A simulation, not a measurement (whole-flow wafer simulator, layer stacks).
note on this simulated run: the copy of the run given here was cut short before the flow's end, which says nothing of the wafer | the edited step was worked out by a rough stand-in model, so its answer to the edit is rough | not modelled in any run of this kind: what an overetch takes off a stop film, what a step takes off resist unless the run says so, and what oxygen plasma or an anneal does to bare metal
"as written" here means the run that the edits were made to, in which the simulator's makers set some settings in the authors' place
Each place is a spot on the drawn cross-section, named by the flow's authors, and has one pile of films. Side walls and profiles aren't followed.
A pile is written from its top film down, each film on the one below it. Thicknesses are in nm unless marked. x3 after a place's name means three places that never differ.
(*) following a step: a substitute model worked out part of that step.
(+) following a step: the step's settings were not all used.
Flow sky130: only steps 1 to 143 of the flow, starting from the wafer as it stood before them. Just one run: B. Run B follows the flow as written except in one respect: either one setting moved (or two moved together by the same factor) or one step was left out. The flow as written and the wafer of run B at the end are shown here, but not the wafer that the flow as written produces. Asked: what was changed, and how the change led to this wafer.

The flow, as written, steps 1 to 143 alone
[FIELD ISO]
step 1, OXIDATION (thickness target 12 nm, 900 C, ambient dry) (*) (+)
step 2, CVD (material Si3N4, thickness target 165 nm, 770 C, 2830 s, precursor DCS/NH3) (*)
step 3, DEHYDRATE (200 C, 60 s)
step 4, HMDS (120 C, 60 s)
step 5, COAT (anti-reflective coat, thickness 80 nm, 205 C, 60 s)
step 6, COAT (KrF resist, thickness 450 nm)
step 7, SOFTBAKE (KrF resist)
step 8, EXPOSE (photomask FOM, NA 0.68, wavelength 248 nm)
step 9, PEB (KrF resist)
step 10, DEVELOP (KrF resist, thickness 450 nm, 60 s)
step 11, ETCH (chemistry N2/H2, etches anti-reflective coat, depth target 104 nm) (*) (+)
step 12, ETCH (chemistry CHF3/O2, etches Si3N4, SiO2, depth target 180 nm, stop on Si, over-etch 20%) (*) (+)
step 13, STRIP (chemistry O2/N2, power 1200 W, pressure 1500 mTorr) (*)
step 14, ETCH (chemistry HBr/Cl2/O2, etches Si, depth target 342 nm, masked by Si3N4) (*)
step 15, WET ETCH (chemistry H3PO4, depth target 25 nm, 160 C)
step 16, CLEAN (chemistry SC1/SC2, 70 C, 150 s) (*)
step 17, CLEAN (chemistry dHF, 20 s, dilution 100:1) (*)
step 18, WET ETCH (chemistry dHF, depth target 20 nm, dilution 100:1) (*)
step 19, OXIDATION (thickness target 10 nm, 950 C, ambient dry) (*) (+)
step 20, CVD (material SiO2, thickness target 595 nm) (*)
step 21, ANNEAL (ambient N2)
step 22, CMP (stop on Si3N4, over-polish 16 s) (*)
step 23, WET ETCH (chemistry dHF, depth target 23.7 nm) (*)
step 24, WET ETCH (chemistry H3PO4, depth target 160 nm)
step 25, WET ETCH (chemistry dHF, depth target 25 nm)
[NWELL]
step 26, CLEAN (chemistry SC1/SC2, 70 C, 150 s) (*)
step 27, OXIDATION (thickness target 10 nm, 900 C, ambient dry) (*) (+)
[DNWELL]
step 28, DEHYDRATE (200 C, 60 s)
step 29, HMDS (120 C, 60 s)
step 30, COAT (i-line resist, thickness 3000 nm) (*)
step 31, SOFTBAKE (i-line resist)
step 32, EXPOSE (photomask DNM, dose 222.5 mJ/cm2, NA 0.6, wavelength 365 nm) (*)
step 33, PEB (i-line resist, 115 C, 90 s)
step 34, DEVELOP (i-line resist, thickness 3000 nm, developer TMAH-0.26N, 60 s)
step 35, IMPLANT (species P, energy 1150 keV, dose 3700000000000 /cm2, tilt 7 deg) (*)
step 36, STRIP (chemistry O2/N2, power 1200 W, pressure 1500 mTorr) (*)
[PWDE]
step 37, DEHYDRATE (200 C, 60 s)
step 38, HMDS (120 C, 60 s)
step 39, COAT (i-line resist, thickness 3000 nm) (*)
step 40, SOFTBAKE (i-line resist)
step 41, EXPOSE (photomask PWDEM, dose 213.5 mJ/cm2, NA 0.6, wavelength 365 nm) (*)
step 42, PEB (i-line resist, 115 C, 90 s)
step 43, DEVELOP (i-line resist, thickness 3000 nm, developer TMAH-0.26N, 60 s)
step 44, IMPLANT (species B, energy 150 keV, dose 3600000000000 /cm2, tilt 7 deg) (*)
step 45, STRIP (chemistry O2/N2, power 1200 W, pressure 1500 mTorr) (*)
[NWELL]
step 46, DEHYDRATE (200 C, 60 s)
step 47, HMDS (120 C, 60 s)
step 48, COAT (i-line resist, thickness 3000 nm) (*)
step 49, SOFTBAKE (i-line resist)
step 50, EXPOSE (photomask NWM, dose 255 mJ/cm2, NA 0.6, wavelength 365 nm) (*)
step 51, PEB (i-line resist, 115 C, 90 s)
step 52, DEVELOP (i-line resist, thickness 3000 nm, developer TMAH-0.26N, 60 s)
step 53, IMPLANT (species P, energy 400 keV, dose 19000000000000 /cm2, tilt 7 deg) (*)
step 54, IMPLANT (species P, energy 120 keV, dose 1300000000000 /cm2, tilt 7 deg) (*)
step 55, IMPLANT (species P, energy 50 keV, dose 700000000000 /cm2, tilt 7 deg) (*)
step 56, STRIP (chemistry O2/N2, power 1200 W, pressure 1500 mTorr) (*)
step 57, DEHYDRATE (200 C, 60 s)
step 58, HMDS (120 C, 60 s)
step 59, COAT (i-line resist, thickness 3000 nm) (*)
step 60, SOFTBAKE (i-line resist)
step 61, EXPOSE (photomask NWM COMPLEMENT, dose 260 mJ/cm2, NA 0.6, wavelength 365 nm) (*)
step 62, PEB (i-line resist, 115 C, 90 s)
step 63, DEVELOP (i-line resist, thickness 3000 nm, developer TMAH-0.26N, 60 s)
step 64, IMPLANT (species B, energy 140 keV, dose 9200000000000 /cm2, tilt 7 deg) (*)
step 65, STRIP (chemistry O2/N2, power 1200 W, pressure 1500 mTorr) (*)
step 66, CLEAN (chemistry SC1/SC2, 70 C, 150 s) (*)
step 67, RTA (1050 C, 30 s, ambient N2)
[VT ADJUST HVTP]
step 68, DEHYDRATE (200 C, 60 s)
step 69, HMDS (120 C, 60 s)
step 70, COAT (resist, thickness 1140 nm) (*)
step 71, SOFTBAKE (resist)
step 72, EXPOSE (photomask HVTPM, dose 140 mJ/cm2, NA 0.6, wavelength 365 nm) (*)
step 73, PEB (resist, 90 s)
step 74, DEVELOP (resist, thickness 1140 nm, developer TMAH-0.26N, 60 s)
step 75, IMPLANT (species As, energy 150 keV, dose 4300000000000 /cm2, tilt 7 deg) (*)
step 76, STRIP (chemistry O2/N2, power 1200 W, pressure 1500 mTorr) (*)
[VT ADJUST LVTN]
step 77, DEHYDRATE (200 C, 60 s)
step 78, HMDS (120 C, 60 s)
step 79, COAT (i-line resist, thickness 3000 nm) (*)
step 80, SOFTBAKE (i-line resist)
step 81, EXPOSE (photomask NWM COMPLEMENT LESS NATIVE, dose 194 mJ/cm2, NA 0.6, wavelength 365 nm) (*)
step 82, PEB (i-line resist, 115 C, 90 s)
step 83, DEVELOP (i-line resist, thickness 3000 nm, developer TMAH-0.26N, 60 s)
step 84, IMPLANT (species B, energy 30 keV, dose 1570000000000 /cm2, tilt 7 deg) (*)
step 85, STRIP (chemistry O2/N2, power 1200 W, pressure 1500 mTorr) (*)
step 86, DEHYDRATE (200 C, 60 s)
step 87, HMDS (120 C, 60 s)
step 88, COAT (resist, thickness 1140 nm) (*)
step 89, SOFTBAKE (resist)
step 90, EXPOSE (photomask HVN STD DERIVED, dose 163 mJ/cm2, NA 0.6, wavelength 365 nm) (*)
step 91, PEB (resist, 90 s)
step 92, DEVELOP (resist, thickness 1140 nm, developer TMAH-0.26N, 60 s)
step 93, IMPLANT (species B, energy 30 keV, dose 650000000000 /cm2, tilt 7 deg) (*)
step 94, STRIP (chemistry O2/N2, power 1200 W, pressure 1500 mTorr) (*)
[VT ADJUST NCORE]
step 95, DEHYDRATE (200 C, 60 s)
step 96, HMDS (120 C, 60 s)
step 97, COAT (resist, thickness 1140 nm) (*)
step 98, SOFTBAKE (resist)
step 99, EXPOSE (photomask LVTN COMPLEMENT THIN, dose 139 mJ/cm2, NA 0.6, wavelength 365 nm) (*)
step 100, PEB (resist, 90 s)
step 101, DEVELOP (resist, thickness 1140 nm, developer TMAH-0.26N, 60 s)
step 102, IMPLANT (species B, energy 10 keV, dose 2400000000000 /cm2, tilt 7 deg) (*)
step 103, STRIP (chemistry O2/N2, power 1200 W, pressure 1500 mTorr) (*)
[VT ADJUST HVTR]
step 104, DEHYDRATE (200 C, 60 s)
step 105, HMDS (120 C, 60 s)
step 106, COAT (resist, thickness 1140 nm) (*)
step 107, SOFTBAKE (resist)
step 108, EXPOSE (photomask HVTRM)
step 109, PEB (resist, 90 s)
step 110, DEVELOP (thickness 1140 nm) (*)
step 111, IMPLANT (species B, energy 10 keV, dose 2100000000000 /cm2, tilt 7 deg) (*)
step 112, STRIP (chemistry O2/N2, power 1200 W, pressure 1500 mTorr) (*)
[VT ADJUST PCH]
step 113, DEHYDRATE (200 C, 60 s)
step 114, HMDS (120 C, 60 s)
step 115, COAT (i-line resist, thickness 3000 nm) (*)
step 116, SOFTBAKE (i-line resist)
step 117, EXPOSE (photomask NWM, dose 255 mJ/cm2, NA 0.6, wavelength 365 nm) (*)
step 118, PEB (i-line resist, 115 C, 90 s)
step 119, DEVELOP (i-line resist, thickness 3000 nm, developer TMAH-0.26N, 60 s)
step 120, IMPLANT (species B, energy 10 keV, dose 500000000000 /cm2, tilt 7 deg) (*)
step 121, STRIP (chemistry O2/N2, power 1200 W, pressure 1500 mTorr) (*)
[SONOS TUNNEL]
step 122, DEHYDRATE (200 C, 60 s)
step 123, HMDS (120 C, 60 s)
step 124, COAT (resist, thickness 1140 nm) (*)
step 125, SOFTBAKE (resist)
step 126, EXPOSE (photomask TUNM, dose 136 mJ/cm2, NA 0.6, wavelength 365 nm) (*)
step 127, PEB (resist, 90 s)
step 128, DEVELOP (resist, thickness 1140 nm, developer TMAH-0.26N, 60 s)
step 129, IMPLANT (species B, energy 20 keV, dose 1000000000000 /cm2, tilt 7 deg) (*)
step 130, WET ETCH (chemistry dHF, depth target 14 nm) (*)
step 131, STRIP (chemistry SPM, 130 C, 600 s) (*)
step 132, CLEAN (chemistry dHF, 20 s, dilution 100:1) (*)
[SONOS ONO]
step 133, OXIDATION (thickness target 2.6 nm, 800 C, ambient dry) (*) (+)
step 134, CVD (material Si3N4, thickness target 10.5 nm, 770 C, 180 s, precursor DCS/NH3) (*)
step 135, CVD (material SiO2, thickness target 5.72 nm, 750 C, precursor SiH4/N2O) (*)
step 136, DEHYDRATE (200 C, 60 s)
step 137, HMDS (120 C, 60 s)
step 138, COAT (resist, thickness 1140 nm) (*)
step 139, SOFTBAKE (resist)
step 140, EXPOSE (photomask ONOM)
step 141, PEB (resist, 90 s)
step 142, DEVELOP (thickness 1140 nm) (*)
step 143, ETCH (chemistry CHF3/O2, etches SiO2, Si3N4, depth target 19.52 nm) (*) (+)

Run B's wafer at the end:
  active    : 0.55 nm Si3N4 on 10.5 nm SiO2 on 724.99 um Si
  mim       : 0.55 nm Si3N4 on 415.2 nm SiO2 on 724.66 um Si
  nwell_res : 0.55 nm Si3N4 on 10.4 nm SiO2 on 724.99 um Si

The reason: step 134, CVD: 793 C was run, though the flow has 770 C.

The path from the change to this, step by step:
  step 134, CVD (material Si3N4, thickness target 10.5 nm, 770 C, 180 s, precursor DCS/NH3) (*)
      field, active, n_well and 187 more: +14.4 Si3N4 (new film) (as written it would have been: +10.5 Si3N4 (new film))
  step 143, ETCH (chemistry CHF3/O2, etches SiO2, Si3N4, depth target 19.52 nm) (*) (+)
      field, active, p_well x5 and 179 more: -5.72 SiO2 (all of it), -13.8 Si3N4 (as written it would have been: -5.72 SiO2 (all of it), -10.5 Si3N4 (all of it), -3.3 SiO2)
      n_well, sonos_sd: -5.72 SiO2 (all of it), -13.8 Si3N4 (as written it would have been: -5.72 SiO2 (all of it), -10.5 Si3N4 (all of it), -2.6 SiO2 (all of it), -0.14 Si)
